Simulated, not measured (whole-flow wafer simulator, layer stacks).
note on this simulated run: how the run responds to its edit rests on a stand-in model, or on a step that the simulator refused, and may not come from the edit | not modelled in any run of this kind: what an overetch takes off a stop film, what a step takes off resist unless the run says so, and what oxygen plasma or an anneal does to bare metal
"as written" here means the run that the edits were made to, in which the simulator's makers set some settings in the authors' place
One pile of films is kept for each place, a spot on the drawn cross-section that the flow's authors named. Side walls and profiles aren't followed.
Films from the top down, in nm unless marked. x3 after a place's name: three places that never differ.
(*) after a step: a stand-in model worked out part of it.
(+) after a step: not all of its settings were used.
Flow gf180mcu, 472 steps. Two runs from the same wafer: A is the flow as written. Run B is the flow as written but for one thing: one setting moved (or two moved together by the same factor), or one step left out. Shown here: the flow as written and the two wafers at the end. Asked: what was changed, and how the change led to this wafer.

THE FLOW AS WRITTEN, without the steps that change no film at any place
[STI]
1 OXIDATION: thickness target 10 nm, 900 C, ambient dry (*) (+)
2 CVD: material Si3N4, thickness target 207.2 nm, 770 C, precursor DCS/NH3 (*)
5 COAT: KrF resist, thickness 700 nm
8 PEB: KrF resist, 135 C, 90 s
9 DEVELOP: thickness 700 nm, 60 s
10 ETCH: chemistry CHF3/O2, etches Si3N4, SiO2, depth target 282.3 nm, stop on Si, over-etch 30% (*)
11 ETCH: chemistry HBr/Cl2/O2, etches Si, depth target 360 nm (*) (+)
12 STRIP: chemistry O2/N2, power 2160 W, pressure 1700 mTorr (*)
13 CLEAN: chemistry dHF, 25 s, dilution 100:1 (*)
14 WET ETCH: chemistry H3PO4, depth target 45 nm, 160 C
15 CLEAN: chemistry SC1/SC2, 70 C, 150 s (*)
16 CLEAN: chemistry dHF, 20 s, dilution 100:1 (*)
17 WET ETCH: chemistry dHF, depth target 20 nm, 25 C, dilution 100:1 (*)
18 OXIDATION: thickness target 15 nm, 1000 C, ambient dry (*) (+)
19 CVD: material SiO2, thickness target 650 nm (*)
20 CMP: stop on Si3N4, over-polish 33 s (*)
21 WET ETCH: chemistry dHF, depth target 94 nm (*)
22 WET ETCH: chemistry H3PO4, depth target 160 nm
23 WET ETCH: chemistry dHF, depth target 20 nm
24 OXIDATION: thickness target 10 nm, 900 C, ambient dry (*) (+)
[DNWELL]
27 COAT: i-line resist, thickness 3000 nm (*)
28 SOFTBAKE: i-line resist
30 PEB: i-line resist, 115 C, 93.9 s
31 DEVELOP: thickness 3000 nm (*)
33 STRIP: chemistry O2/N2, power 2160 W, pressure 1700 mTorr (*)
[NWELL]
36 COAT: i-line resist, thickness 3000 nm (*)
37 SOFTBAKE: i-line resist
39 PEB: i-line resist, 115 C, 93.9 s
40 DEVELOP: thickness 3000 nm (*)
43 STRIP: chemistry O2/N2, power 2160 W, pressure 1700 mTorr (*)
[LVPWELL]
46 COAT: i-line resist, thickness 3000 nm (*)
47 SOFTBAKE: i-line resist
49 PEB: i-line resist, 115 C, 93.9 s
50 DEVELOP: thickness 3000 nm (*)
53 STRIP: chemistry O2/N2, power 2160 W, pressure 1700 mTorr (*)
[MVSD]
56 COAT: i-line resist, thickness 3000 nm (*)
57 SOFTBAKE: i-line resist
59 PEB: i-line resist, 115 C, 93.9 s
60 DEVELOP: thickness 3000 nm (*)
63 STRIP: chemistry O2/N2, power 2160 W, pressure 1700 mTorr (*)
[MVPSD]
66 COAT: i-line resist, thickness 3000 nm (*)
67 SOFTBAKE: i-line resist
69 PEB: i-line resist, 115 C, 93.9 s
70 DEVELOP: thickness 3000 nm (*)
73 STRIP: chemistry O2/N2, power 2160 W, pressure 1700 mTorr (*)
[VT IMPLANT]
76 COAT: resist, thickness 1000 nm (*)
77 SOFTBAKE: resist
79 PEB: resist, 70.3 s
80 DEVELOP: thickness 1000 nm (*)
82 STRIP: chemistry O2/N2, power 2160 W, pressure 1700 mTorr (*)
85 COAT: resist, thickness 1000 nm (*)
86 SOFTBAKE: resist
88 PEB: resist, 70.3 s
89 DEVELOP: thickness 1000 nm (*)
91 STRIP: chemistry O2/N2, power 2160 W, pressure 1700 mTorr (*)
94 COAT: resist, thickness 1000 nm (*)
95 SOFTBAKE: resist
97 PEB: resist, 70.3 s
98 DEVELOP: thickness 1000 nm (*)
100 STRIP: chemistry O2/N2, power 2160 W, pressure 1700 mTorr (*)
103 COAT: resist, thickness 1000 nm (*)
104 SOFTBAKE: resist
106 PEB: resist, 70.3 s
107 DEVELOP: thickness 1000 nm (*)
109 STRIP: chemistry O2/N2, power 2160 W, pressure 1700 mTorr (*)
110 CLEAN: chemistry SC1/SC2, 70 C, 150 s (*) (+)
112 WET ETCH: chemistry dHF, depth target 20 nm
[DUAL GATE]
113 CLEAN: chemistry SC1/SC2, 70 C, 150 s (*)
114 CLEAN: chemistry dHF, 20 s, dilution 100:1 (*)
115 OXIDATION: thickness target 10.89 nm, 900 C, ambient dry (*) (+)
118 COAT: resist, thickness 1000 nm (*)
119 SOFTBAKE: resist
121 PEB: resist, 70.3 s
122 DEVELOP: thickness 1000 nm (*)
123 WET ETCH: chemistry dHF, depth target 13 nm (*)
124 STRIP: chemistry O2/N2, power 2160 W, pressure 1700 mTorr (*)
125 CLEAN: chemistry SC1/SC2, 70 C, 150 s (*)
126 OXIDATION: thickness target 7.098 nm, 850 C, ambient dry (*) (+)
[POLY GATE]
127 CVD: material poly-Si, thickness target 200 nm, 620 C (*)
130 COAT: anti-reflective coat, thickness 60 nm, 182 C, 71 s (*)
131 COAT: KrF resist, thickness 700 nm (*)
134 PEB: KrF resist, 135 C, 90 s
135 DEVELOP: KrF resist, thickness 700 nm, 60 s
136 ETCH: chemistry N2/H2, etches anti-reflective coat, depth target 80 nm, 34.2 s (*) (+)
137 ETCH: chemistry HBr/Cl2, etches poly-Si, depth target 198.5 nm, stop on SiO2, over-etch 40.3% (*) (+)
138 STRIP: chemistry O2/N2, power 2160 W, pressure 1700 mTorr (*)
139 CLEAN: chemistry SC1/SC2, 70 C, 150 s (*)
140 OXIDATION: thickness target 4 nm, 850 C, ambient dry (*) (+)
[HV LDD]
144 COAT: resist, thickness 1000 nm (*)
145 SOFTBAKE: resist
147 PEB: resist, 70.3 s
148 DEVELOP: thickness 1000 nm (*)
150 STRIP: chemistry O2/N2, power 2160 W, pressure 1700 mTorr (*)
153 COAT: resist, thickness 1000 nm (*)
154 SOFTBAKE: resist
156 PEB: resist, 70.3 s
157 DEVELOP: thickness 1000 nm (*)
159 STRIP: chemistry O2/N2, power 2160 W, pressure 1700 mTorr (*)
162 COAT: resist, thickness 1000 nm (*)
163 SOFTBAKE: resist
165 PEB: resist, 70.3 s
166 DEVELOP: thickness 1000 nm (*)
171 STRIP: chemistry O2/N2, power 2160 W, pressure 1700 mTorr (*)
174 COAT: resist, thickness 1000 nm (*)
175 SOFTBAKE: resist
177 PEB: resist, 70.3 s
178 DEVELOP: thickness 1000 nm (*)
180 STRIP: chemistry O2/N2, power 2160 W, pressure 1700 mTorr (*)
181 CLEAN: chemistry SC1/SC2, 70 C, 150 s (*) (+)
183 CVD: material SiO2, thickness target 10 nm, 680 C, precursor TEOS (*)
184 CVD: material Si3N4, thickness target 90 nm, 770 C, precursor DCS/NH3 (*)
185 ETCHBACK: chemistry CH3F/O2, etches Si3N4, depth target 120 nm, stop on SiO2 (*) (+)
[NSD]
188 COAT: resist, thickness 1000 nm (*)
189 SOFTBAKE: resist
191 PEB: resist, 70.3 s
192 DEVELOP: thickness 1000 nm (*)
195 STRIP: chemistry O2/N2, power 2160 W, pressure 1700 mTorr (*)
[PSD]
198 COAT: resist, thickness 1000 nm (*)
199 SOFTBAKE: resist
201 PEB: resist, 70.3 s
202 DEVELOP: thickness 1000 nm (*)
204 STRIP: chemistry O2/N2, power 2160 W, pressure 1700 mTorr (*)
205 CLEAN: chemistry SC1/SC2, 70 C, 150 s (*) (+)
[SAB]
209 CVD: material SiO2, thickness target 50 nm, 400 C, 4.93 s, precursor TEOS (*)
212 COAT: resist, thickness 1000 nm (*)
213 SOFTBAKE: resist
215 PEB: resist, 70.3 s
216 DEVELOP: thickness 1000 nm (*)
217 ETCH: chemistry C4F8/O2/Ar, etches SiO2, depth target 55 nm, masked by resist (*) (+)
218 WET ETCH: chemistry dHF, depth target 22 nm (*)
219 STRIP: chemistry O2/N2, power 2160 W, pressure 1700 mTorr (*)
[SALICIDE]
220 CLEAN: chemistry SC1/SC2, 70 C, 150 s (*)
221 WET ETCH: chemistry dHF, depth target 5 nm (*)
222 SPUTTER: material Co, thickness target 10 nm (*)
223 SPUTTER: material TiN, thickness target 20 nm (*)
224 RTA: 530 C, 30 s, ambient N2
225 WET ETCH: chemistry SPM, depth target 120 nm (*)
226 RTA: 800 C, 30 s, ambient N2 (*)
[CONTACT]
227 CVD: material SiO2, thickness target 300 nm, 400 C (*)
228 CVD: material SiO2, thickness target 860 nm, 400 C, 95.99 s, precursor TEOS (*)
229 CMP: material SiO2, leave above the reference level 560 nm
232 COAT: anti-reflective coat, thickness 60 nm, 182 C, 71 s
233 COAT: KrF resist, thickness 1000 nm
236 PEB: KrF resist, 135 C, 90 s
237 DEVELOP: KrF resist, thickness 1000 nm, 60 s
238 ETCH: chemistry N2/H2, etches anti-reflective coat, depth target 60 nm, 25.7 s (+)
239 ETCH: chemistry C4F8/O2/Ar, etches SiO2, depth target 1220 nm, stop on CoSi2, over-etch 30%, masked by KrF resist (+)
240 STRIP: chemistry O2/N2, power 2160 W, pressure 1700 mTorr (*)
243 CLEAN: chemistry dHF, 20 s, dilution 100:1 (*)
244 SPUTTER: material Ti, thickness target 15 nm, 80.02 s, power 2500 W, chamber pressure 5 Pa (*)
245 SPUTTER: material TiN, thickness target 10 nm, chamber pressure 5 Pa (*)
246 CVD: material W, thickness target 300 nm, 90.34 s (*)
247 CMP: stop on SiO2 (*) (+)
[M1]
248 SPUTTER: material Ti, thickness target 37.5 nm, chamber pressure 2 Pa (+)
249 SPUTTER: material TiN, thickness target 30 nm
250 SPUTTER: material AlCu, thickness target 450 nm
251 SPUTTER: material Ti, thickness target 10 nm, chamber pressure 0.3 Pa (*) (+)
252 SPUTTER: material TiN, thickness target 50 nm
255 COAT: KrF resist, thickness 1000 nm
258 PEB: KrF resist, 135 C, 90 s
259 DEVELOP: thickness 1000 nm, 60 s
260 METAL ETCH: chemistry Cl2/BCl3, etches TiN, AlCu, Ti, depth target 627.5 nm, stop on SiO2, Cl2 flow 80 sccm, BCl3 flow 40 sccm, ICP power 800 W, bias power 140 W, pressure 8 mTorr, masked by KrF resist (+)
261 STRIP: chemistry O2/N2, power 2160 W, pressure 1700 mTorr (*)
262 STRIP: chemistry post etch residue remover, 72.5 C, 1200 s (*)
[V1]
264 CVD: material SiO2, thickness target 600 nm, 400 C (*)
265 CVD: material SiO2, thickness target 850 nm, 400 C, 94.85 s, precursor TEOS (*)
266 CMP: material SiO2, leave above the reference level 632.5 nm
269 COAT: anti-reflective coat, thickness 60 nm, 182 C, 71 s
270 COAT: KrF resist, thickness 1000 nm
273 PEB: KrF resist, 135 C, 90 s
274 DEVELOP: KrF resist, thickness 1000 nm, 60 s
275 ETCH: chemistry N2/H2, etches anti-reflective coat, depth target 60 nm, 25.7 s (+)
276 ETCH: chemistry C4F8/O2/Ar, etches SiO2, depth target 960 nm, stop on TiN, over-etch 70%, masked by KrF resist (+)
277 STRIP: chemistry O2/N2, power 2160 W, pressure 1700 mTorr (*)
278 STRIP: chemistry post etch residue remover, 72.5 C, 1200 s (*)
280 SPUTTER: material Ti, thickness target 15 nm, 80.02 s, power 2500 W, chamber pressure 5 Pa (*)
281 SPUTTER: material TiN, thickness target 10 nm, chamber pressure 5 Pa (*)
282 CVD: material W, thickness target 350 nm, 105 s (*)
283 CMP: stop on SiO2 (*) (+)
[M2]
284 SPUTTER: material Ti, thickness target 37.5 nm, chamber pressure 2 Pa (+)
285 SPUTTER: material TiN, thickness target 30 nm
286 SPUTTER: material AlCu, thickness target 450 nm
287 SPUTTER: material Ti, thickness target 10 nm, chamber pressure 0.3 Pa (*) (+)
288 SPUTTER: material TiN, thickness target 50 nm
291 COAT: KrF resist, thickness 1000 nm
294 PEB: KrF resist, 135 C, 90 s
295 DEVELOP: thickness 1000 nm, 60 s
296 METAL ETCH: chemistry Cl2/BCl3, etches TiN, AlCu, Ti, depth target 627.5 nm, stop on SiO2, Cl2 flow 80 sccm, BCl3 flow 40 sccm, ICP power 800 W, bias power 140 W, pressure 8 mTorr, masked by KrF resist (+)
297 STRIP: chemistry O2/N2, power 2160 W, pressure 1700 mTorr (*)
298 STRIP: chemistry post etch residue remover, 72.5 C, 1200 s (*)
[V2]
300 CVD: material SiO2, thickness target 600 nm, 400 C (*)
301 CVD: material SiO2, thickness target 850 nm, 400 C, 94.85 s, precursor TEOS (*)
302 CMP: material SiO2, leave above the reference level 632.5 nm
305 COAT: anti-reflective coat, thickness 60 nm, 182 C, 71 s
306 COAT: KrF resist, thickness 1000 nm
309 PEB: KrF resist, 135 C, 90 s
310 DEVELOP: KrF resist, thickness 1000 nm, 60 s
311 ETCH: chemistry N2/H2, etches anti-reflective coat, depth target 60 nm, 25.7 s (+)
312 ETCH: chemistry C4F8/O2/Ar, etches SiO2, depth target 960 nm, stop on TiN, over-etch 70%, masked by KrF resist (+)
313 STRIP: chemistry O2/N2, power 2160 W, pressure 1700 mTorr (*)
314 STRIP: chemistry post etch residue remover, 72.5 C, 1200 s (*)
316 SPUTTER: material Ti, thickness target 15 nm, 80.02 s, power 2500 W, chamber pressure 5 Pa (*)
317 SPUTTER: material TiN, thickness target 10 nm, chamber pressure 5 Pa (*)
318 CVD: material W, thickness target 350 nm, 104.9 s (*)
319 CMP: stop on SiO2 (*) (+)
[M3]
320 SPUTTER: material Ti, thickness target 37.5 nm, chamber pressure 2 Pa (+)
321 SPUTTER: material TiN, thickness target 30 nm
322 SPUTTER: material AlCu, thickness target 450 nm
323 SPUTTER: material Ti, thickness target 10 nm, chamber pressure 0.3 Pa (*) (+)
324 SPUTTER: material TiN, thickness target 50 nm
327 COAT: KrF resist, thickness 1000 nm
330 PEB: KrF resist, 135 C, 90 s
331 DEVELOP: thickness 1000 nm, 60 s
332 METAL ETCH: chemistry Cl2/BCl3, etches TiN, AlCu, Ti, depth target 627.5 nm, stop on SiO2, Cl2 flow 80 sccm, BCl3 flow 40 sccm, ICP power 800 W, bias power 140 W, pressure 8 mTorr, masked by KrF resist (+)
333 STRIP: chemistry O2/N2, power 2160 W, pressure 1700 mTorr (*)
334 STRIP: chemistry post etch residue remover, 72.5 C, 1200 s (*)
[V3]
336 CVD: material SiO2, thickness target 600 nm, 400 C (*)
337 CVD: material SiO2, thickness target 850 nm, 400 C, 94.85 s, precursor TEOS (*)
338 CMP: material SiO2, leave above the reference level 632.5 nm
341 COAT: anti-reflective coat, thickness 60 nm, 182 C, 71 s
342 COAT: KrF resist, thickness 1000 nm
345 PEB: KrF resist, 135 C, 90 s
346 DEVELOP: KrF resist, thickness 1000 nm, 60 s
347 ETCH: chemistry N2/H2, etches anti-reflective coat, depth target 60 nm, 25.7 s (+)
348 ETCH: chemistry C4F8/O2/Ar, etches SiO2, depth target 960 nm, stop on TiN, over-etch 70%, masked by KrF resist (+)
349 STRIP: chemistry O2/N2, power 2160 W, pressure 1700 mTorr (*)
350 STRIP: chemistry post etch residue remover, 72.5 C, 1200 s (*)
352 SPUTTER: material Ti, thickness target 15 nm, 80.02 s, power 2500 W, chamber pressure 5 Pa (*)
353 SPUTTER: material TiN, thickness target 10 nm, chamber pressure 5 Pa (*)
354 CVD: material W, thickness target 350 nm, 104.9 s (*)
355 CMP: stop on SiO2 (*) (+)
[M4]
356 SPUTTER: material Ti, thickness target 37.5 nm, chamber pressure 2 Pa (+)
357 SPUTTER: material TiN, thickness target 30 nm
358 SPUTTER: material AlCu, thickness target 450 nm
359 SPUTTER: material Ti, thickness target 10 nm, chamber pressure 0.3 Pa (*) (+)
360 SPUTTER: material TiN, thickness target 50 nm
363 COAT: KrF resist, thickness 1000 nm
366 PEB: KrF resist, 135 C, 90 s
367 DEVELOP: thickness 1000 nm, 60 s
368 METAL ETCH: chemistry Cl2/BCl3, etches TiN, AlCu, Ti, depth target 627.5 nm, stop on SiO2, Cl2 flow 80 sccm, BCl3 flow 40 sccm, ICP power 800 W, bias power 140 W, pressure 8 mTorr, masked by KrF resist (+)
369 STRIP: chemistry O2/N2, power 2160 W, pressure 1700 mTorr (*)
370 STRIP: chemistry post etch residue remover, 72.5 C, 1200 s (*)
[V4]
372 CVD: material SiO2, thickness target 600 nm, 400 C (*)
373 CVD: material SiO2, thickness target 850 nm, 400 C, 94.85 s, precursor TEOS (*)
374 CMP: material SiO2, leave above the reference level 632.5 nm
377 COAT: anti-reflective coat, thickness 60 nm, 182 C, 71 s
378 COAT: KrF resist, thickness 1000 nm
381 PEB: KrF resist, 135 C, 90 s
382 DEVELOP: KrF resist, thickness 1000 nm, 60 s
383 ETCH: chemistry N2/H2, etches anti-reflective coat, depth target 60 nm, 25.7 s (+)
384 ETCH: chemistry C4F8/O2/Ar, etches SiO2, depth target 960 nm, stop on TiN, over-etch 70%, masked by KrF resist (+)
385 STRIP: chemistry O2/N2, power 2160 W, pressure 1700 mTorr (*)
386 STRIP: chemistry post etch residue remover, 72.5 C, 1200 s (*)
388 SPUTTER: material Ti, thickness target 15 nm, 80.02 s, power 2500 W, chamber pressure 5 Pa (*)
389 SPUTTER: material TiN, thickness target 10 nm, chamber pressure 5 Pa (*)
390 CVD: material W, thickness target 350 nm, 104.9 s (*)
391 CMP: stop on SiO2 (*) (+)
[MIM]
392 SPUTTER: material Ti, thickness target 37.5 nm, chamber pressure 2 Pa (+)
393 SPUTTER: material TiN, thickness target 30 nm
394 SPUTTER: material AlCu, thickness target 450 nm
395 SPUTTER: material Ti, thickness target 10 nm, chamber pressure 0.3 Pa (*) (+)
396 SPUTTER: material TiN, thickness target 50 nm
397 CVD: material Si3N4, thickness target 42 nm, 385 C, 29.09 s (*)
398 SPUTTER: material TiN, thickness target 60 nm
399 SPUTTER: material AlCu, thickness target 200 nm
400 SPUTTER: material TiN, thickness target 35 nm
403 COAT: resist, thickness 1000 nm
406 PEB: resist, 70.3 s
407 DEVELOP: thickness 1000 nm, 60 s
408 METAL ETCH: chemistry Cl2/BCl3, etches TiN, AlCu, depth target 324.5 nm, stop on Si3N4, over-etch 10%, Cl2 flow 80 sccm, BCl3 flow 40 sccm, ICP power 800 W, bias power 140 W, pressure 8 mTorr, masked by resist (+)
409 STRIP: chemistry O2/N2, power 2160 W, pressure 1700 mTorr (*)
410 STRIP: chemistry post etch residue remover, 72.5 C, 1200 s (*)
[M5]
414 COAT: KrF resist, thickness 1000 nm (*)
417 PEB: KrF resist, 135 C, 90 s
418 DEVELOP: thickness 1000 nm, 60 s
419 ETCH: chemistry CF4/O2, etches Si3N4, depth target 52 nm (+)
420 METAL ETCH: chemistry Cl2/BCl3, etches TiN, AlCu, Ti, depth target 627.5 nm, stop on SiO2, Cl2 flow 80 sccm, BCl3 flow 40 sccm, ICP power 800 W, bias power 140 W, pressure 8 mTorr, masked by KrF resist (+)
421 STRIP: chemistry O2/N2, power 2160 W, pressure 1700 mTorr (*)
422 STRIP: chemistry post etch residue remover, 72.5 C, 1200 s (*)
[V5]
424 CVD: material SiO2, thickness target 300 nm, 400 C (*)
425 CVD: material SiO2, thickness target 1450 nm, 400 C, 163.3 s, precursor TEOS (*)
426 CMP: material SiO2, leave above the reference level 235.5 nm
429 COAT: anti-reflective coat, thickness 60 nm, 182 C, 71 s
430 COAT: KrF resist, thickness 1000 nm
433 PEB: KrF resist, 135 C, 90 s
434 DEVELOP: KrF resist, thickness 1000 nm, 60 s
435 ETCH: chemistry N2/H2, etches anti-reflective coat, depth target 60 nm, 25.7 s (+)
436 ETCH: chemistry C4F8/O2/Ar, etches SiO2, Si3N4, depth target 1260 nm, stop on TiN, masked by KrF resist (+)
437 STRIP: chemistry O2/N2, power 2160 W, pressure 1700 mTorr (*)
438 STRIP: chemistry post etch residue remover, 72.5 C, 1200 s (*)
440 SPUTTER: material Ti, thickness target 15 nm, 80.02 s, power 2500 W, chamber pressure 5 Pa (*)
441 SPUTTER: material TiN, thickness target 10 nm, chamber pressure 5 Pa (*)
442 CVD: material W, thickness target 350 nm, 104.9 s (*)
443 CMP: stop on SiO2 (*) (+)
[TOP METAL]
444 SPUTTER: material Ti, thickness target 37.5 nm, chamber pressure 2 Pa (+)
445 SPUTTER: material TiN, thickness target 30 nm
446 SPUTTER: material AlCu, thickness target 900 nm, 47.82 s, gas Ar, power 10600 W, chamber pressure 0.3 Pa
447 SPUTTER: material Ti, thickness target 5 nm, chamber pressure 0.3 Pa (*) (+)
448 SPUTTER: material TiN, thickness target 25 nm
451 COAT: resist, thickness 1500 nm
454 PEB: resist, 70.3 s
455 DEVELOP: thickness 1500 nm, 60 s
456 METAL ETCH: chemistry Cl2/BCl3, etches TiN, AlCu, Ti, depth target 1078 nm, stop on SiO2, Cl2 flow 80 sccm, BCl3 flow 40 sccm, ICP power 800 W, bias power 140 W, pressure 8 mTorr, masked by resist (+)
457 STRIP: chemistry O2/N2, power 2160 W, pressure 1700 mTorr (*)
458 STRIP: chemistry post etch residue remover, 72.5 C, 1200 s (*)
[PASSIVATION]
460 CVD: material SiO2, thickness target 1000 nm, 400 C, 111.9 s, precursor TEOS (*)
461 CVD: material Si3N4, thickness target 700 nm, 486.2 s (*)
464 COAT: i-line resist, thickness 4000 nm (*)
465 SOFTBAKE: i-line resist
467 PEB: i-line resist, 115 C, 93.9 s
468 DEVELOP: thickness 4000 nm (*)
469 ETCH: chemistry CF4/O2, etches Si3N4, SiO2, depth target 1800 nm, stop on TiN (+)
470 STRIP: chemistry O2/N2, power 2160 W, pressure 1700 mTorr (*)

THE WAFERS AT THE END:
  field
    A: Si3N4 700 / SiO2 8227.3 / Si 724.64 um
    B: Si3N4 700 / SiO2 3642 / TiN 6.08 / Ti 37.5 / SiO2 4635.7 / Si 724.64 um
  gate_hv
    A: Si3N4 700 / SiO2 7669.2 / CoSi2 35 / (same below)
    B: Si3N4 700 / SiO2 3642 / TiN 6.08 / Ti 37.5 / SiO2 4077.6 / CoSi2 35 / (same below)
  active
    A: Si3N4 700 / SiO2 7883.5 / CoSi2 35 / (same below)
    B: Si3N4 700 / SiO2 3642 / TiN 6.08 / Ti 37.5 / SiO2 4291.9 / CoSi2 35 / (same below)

The cause: step 358, SPUTTER: thickness target 544 nm was run, where the flow has thickness target 450 nm.

How the change led to this, step by step:
  358 SPUTTER: material AlCu, thickness target 450 nm
      field, field__w1, field__w2 and 108 more: A AlCu +450 (new film) | B AlCu +544 (new film)
  368 METAL ETCH: chemistry Cl2/BCl3, etches TiN, AlCu, Ti, depth target 627.5 nm, stop on SiO2, Cl2 flow 80 sccm, BCl3 flow 40 sccm, ICP power 800 W, bias power 140 W, pressure 8 mTorr, masked by KrF resist (+)
      field, field__w1, field__w2 and 103 more: A TiN -50 (all of it), Ti -10 (all of it), AlCu -450 (all of it), TiN -30 (all of it), Ti -37.5 (all of it) | B TiN -50 (all of it), Ti -10 (all of it), AlCu -544 (all of it), TiN -23.5
  372 CVD: material SiO2, thickness target 600 nm, 400 C (*)
      field, field__w1, field__w2 and 103 more: A SiO2 +600 | B SiO2 +600 (new film)
  374 CMP: material SiO2, leave above the reference level 632.5 nm
      field, field__w1, field__w2 and 103 more: A SiO2 -300 | B SiO2 -249.6
Counting metal films that touch as one body, field has 1 body; the flow as written gives 0 bodies.
Counting metal films that touch as one body, gate_hv has 2 bodies (between them, from the top down: SiO2 4077.6); the flow as written gives 1 body.
Counting metal films that touch as one body, active has 2 bodies (between them, from the top down: SiO2 4291.9); the flow as written gives 1 body.
